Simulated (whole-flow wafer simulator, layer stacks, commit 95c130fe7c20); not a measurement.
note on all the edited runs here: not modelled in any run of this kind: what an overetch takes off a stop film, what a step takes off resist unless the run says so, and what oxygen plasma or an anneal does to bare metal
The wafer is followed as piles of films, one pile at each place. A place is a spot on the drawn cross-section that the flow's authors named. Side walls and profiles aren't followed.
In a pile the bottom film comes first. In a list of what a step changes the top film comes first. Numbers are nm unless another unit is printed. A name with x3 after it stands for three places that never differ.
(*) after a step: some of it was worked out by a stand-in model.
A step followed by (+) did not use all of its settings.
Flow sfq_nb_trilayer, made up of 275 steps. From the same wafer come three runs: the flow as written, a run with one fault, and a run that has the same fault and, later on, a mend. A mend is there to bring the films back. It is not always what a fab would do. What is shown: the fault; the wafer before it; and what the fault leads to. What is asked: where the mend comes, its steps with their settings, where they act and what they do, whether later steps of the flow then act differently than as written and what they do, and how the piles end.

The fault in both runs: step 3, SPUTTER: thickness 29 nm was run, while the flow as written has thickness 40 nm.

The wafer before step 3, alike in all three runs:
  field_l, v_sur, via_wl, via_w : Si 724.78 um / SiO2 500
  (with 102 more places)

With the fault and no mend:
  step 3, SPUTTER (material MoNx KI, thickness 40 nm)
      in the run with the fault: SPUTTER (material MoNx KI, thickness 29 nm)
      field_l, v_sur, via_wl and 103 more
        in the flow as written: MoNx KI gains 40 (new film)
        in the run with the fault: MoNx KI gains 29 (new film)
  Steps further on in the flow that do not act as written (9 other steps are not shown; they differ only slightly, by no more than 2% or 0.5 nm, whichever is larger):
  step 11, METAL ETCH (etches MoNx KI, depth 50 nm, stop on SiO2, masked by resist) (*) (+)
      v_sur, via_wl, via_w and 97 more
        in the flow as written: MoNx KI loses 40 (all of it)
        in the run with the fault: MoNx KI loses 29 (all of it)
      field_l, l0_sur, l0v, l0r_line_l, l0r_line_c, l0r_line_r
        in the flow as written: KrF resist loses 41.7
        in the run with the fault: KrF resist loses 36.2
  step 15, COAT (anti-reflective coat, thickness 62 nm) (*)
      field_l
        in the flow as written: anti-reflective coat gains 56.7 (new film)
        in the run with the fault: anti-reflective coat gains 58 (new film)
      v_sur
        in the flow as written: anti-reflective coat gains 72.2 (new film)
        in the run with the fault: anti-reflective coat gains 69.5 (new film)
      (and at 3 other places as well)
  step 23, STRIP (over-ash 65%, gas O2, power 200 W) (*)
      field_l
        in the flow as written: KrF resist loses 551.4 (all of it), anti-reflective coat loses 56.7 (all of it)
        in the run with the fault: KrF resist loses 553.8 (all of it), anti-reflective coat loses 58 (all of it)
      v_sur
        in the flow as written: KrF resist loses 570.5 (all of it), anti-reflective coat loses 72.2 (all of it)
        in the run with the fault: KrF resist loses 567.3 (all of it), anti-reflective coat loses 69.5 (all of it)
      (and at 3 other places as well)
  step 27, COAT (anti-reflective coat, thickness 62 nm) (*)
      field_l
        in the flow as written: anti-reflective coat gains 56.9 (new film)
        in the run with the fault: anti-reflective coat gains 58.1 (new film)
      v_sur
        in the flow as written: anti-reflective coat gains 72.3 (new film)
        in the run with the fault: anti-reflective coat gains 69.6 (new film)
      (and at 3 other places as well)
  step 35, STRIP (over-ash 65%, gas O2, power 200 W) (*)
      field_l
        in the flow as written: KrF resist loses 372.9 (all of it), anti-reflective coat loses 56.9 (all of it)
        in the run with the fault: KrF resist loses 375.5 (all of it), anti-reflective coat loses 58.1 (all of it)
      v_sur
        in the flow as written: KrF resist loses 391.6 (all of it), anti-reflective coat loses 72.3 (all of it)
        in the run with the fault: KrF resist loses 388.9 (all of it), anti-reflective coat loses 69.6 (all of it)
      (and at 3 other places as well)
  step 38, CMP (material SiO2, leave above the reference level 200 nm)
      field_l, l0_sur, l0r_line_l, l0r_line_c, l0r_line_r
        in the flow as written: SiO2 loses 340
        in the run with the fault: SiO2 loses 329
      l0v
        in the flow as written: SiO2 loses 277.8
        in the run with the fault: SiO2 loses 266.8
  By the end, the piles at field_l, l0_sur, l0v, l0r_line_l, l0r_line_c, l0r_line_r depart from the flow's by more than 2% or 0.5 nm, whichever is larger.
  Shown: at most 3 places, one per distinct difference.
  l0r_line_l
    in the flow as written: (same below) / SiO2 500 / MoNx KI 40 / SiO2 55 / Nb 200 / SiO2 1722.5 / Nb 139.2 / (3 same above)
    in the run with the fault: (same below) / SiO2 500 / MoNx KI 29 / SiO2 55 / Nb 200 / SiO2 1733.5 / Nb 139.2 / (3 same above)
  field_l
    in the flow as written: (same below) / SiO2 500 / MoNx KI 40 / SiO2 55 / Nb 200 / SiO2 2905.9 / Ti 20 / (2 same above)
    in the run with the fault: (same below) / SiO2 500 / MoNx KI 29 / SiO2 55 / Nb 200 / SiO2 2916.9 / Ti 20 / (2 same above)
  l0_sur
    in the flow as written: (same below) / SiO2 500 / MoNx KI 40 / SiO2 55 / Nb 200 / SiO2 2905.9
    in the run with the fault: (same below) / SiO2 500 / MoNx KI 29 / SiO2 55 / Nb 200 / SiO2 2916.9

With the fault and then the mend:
  The mend stands after step 3.
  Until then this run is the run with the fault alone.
  step 3a, SPUTTER (material MoNx KI, thickness 11 nm) (a further turn of the flow's step 3, with different settings)
      field_l, v_sur, via_wl and 103 more
        MoNx KI gains 11
  None of the later steps of the flow acts differently than as written at any place that is followed.
  At every place that both follow, the piles at the end match the flow's.
